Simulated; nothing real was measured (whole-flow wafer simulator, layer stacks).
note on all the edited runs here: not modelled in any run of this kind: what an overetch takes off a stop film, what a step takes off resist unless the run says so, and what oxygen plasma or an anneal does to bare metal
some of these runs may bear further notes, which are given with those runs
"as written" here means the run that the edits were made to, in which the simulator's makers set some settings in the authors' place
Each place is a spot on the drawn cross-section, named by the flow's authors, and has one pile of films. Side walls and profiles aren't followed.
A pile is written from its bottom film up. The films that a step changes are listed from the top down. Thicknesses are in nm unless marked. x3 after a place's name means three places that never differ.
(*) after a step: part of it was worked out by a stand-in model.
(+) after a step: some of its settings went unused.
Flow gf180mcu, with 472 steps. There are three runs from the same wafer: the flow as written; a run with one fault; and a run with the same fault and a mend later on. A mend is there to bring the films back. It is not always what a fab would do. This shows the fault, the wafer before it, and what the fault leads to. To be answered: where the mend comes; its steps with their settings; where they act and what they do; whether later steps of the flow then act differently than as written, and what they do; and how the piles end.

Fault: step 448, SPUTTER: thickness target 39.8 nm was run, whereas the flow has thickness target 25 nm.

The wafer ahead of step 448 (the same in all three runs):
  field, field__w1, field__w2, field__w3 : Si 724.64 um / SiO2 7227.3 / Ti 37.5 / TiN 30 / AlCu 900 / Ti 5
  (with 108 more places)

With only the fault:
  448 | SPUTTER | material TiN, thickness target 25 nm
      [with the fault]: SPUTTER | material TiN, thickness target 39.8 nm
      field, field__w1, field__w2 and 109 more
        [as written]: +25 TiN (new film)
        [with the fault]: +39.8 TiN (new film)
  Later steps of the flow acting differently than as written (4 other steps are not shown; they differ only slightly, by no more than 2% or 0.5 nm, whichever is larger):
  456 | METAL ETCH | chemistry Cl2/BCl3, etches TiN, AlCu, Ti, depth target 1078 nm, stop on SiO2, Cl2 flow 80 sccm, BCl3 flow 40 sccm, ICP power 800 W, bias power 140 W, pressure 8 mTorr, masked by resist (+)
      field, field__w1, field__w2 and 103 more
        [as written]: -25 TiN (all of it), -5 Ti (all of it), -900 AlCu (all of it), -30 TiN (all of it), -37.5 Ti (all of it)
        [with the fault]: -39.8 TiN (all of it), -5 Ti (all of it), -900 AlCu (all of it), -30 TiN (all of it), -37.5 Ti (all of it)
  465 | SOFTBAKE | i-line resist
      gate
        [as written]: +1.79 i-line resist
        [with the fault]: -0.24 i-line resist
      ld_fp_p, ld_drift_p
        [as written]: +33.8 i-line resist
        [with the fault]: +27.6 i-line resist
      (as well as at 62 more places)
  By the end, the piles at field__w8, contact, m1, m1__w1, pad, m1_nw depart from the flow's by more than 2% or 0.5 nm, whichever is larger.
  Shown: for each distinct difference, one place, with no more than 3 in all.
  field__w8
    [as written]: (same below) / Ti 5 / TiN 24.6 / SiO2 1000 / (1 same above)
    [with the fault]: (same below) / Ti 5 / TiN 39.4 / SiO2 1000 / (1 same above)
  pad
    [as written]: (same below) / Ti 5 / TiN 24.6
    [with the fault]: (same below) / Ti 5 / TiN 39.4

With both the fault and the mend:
  The mend stands after step 455.
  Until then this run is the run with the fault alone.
  455a | STRIP | chemistry O2/N2, power 2160 W, pressure 1700 mTorr (*)
      field__w8, contact, m1, m1__w1, pad, m1_nw
        -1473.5 resist (all of it)
  455b | METAL ETCH | chemistry Cl2/BCl3, etches TiN, AlCu, Ti, depth target 14.8 nm, Cl2 flow 80 sccm, BCl3 flow 40 sccm, ICP power 800 W, bias power 140 W, pressure 8 mTorr (the flow's step 260 again, with other settings)
      field, field__w1, field__w2 and 109 more
        -14.8 TiN
  455c | HMDS | 120 C, 60 s (the flow's step 450 again)
      alters no film at any place that is followed
  455d | COAT | resist, thickness 1500 nm (the flow's step 451 again)
      field, field__w1, field__w2 and 109 more
        +1500 resist (new film)
  455e | SOFTBAKE | resist (the flow's step 452 again)
      alters no film at any place that is followed
  455f | EXPOSE | photomask MetalTop (the flow's step 453 again)
      alters no film at any place that is followed
  455g | PEB | resist, 70.3 s (the flow's step 454 again)
      field, field__w1, field__w2 and 109 more
        -26.5 resist
  455h | DEVELOP | thickness 1500 nm, 60 s (the flow's step 455 again)
      field, field__w1, field__w2 and 103 more
        -1473.5 resist (all of it)
  Later steps of the flow that are run all act as written at every place that is followed.
  The piles end the same as the flow's at every place that both follow.
